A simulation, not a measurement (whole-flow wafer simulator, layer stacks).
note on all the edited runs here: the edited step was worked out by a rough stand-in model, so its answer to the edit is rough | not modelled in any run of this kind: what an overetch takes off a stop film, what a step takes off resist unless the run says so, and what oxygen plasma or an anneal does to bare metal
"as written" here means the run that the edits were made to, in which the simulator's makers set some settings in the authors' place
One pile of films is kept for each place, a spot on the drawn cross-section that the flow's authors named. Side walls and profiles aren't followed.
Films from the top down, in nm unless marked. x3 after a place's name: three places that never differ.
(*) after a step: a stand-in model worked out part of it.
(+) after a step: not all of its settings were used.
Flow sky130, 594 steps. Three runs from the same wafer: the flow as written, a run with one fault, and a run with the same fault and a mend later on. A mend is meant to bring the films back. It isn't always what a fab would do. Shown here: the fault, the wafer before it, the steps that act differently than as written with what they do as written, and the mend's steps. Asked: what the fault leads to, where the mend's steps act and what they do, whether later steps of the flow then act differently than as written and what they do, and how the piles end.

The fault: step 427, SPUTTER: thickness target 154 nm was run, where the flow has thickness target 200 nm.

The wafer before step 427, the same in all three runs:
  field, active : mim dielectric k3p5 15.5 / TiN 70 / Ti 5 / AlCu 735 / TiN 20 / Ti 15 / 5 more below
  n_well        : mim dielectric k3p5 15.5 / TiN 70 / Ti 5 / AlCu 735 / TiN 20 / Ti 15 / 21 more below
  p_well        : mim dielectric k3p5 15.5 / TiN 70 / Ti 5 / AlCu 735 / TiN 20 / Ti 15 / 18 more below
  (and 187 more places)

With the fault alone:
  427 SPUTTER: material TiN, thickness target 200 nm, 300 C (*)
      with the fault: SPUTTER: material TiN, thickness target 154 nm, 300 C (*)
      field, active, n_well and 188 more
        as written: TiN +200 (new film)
        with the fault: TiN +154 (new film)
  Later steps of the flow that act differently than as written (3 more steps differ only slightly, by at most 2% or 0.5 nm, whichever is larger, and aren't shown):
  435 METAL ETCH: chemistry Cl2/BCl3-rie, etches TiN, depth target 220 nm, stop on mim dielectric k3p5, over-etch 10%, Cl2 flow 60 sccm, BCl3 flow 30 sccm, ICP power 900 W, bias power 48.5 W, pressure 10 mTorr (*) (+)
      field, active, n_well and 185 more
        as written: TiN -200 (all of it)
        with the fault: TiN -154 (all of it)
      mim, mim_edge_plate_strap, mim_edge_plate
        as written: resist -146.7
        with the fault: resist -112.9
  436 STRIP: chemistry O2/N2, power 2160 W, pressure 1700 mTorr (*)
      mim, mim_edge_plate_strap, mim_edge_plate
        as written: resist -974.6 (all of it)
        with the fault: resist -1008.3 (all of it)
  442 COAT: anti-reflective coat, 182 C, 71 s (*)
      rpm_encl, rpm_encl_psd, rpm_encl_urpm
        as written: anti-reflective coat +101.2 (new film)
        with the fault: anti-reflective coat +104.2 (new film)
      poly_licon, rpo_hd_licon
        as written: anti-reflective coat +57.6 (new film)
        with the fault: anti-reflective coat +70.3 (new film)
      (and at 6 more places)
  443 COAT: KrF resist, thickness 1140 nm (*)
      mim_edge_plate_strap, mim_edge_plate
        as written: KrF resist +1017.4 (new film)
        with the fault: KrF resist +1063.4 (new film)
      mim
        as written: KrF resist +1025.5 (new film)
        with the fault: KrF resist +1066.7 (new film)
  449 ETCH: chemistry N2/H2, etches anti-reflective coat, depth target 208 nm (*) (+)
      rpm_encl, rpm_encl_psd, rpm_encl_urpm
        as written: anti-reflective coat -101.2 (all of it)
        with the fault: anti-reflective coat -104.2 (all of it)
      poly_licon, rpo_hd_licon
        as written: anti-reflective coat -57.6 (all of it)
        with the fault: anti-reflective coat -70.3 (all of it)
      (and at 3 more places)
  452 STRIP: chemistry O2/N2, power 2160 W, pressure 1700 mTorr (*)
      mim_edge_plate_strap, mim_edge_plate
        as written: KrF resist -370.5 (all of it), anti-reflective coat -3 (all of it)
        with the fault: KrF resist -416.4 (all of it), anti-reflective coat -3 (all of it)
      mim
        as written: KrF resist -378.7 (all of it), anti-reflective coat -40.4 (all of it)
        with the fault: KrF resist -419.7 (all of it), anti-reflective coat -31.3 (all of it)
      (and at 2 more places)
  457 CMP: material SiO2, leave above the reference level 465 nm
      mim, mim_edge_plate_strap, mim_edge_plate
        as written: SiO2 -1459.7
        with the fault: SiO2 -1413.7
  At the end the piles differ from the flow's by more than 2% or 0.5 nm, whichever is larger, at mim, mim_edge_plate_strap, mim_edge_plate.
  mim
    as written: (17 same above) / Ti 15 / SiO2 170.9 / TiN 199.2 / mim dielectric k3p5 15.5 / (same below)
    with the fault: (17 same above) / Ti 15 / SiO2 216.9 / TiN 153.2 / mim dielectric k3p5 15.5 / (same below)
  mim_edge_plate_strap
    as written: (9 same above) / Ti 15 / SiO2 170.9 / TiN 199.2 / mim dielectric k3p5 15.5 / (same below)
    with the fault: (9 same above) / Ti 15 / SiO2 216.9 / TiN 153.2 / mim dielectric k3p5 15.5 / (same below)
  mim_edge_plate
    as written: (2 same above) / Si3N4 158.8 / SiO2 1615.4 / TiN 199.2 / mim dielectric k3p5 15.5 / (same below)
    with the fault: (2 same above) / Si3N4 158.8 / SiO2 1661.4 / TiN 153.2 / mim dielectric k3p5 15.5 / (same below)

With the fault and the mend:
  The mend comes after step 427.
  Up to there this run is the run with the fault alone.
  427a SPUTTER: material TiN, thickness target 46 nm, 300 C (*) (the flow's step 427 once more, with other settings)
      field, active, n_well and 188 more
        TiN +46
  No later step of the flow acts differently than as written at any place that is followed.
  At the end the piles are the same as the flow's at every place that both follow.
